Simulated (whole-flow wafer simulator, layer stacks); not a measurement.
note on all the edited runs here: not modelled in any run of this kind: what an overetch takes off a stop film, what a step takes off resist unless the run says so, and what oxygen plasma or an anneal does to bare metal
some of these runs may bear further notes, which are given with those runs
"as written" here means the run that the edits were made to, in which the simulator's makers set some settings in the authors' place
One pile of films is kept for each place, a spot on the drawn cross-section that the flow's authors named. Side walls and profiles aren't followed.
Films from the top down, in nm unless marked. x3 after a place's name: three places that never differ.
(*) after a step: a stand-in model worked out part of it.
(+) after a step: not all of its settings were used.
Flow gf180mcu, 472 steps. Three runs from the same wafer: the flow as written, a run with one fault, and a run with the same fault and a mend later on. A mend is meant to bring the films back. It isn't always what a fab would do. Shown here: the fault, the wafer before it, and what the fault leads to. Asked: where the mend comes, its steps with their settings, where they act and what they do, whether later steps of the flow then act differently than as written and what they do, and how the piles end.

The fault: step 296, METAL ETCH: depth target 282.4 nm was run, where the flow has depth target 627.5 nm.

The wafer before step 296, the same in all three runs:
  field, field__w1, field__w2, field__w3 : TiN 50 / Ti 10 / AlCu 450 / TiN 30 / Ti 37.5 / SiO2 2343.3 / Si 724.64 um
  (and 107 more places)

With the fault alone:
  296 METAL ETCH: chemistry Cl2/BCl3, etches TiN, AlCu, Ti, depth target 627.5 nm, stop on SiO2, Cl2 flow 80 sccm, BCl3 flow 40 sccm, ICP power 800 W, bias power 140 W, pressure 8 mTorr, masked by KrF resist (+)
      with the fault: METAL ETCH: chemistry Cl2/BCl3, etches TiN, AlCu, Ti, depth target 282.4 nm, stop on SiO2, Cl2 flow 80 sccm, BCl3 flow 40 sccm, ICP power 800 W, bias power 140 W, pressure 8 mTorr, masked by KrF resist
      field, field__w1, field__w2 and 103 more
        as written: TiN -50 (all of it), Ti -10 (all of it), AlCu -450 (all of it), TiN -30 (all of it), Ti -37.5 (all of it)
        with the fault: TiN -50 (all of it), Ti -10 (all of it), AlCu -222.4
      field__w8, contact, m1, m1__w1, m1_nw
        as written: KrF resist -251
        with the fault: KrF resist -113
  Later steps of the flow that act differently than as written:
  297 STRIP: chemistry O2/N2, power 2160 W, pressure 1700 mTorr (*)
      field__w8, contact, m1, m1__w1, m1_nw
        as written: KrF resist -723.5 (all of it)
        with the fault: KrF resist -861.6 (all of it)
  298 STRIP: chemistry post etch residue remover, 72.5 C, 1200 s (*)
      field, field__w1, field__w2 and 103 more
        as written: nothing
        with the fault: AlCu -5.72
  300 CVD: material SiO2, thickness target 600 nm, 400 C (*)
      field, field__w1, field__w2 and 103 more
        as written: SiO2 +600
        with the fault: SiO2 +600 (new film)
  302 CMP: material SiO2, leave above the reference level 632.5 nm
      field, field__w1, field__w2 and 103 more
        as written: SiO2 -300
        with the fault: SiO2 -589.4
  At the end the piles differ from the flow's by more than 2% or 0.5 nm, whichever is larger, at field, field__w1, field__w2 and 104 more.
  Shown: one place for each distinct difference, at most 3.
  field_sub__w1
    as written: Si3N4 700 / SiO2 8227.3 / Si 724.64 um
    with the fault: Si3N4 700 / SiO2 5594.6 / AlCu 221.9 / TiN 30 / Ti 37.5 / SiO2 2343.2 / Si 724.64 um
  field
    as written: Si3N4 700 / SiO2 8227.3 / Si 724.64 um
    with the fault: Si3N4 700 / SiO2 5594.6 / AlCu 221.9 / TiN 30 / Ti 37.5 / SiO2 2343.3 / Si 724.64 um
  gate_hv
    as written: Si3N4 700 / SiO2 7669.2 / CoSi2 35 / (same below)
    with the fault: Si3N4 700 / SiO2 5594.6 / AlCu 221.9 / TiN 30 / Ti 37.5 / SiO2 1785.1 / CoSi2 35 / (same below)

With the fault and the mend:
  The mend comes after step 296.
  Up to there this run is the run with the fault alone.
  296a METAL ETCH: chemistry Cl2/BCl3, etches TiN, AlCu, Ti, depth target 345.1 nm, stop on SiO2, Cl2 flow 80 sccm, BCl3 flow 40 sccm, ICP power 800 W, bias power 140 W, pressure 8 mTorr, masked by KrF resist (+) (the flow's step 296 once more, with other settings)
      field, field__w1, field__w2 and 103 more
        AlCu -227.6 (all of it), TiN -30 (all of it), Ti -37.5 (all of it)
      field__w8, contact, m1, m1__w1, m1_nw
        KrF resist -138
  No later step of the flow acts differently than as written at any place that is followed.
  At the end the piles are the same as the flow's at every place that both follow.
